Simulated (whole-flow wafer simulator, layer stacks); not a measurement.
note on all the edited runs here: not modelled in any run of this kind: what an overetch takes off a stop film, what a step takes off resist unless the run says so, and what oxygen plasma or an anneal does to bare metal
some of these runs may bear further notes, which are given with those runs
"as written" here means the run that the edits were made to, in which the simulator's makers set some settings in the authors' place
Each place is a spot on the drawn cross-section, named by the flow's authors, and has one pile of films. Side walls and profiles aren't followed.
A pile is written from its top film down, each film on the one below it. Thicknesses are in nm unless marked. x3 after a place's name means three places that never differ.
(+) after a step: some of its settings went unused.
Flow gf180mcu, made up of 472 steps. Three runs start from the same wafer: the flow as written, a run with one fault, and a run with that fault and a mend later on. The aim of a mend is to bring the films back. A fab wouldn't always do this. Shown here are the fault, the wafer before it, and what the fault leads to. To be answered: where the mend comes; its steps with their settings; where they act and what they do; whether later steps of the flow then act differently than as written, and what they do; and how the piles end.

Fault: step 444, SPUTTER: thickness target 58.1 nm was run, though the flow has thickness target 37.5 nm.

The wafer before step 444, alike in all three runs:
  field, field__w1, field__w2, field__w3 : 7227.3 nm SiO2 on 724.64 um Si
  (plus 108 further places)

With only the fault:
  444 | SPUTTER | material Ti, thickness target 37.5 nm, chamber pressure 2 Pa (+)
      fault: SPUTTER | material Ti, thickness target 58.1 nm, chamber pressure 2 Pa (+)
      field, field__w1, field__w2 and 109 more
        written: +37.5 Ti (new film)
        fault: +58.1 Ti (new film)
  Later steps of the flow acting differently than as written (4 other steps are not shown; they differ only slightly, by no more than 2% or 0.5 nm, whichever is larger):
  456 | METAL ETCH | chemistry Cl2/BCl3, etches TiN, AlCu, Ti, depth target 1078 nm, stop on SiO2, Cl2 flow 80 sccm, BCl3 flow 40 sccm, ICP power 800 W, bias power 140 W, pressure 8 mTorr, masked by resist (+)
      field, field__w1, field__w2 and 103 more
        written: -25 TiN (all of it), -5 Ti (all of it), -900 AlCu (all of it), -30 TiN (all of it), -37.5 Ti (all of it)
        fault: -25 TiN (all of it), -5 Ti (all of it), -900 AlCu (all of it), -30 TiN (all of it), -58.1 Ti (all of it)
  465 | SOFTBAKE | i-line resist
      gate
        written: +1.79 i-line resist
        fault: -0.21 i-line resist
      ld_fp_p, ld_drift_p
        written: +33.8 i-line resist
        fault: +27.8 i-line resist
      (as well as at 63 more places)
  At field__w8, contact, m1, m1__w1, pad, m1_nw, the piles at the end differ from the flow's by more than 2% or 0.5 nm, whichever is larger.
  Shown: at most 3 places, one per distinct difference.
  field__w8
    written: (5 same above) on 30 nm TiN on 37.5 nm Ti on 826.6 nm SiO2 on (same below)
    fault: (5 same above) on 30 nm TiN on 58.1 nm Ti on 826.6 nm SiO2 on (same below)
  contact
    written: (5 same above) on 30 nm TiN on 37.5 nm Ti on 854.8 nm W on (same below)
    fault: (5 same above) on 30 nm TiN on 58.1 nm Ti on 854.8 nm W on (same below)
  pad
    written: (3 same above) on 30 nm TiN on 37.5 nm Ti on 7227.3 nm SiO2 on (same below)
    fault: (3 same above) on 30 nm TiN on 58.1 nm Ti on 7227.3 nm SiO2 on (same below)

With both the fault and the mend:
  The mend follows step 444.
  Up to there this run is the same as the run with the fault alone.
  444a | METAL ETCH | chemistry Cl2/BCl3, etches TiN, AlCu, Ti, depth target 20.6 nm, Cl2 flow 80 sccm, BCl3 flow 40 sccm, ICP power 800 W, bias power 140 W, pressure 8 mTorr (a further turn of the flow's step 260, with different settings)
      field, field__w1, field__w2 and 109 more
        -20.6 Ti
  Later steps of the flow that are run all act as written at every place that is followed.
  At every place that both follow, the piles at the end match the flow's.
